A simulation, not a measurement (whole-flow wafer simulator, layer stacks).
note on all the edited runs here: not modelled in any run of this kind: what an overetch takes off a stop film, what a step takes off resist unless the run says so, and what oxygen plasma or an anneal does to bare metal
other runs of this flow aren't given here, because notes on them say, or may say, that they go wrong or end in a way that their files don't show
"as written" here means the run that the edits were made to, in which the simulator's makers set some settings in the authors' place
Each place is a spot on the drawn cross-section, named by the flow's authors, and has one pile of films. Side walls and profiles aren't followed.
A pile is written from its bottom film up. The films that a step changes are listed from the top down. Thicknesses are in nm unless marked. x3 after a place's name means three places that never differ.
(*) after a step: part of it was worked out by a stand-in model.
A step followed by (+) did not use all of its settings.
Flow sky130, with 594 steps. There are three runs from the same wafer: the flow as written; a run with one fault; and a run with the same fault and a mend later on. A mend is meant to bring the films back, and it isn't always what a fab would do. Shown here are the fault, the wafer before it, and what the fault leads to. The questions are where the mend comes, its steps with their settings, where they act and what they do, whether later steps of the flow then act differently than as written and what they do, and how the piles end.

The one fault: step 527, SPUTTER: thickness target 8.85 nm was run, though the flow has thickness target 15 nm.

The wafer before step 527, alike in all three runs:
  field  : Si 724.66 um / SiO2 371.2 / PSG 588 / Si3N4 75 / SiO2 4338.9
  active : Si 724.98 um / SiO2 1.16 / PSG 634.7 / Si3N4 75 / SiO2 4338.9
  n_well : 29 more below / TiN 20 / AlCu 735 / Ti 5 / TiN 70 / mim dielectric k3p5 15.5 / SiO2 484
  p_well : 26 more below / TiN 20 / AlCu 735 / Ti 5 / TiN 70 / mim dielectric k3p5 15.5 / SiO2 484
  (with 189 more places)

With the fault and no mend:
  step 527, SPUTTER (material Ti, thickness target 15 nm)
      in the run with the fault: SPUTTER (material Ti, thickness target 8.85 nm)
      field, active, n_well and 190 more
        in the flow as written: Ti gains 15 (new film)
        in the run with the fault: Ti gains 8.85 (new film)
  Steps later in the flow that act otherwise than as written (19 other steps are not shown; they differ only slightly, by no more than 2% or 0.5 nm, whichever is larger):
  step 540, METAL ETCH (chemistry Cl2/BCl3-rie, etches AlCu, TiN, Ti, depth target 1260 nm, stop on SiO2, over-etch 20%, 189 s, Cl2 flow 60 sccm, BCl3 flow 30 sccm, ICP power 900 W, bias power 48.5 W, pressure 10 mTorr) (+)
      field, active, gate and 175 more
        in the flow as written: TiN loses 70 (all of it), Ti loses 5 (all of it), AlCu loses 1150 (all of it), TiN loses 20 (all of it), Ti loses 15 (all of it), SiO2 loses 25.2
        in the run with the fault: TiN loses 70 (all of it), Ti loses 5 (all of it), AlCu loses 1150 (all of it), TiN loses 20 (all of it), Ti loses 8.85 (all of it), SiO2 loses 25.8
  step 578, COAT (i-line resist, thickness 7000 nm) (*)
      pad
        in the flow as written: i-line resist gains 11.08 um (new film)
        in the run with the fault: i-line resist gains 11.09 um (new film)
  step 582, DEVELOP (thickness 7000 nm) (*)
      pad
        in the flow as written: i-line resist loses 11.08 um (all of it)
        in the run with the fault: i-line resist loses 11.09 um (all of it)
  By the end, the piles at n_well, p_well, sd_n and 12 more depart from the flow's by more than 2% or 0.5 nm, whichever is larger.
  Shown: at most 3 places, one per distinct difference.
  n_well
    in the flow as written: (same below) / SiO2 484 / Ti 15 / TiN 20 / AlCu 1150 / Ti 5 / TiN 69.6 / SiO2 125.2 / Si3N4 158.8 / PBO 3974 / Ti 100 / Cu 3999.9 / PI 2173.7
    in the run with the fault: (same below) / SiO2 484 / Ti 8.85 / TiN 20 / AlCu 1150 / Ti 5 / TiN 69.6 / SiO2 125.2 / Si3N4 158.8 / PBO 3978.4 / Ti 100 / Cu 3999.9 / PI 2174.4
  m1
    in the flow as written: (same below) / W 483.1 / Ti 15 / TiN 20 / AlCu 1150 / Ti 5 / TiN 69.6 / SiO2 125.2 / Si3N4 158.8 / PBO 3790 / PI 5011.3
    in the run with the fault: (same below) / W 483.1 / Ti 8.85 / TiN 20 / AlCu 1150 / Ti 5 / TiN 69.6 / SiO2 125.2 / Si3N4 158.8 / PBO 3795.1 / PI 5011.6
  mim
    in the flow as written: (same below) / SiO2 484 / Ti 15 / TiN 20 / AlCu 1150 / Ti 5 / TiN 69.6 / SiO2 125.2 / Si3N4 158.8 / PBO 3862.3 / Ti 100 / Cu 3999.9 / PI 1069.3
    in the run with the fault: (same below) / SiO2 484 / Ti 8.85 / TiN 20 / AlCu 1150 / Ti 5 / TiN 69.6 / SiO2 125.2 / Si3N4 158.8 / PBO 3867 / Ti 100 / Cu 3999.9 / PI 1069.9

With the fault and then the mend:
  The mend follows step 527.
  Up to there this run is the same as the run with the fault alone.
  step 527a, SPUTTER (material Ti, thickness target 6.15 nm) (a further turn of the flow's step 527, with different settings)
      field, active, n_well and 190 more
        Ti gains 6.15
  Later steps of the flow that are run all act as written at every place that is followed.
  By the end, the piles equal the flow's at every place that both follow.
